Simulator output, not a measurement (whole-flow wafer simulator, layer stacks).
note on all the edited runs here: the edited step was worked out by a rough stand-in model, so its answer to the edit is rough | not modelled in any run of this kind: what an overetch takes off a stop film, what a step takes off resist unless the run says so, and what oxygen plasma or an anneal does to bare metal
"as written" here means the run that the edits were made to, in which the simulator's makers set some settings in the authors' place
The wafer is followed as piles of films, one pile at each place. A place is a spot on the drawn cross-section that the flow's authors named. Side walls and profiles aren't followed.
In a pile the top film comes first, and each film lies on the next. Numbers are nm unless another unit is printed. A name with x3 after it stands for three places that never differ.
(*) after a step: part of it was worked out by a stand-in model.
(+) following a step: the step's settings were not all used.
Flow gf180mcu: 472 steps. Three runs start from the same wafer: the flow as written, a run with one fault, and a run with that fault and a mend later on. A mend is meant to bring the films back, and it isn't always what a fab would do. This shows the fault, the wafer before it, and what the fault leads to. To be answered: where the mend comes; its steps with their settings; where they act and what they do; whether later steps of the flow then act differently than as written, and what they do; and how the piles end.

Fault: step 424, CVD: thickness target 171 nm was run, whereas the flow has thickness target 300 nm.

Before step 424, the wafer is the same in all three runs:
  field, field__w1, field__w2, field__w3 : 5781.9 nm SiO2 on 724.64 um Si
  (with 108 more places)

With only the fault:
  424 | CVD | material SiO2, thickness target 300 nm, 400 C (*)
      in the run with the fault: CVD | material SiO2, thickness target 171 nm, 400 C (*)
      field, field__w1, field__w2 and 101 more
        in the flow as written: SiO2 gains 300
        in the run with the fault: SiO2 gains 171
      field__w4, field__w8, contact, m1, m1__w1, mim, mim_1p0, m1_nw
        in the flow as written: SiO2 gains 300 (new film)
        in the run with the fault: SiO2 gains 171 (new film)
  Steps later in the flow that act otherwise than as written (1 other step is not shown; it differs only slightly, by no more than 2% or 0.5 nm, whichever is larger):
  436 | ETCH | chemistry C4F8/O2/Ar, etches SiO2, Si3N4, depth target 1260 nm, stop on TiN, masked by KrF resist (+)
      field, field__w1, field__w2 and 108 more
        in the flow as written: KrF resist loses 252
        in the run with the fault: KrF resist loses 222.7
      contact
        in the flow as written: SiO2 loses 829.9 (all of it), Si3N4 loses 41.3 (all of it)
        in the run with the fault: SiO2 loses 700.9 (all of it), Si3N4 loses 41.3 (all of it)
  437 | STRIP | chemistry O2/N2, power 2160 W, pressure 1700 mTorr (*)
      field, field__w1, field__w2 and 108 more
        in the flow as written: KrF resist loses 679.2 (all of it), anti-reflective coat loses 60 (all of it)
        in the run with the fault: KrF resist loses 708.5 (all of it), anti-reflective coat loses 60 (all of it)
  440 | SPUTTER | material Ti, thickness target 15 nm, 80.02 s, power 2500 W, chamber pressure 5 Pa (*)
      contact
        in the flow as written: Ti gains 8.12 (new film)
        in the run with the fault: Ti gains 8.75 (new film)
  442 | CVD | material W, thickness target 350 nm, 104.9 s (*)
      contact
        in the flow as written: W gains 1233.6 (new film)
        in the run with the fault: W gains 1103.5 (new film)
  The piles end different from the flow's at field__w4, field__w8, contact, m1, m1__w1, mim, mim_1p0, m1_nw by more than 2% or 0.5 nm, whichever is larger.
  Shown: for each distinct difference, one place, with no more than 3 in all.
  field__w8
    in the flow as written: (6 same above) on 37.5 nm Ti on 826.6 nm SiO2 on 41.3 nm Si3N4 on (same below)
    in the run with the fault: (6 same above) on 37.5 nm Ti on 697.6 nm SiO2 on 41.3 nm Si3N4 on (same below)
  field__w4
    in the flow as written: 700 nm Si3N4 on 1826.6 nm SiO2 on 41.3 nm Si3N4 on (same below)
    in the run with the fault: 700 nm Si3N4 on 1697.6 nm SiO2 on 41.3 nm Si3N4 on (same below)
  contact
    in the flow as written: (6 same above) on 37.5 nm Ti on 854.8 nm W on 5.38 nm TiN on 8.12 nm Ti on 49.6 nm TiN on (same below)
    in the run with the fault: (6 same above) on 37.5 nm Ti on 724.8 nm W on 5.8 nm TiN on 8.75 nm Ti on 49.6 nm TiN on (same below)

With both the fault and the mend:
  After step 424 comes the mend.
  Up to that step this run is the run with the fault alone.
  424a | CVD | material SiO2, thickness target 129 nm, 400 C (*) (the flow's step 424 again, with other settings)
      field, field__w1, field__w2 and 109 more
        SiO2 gains 129
  Later steps of the flow that are run all act as written at every place that is followed.
  At every place that both follow, the piles at the end match the flow's.
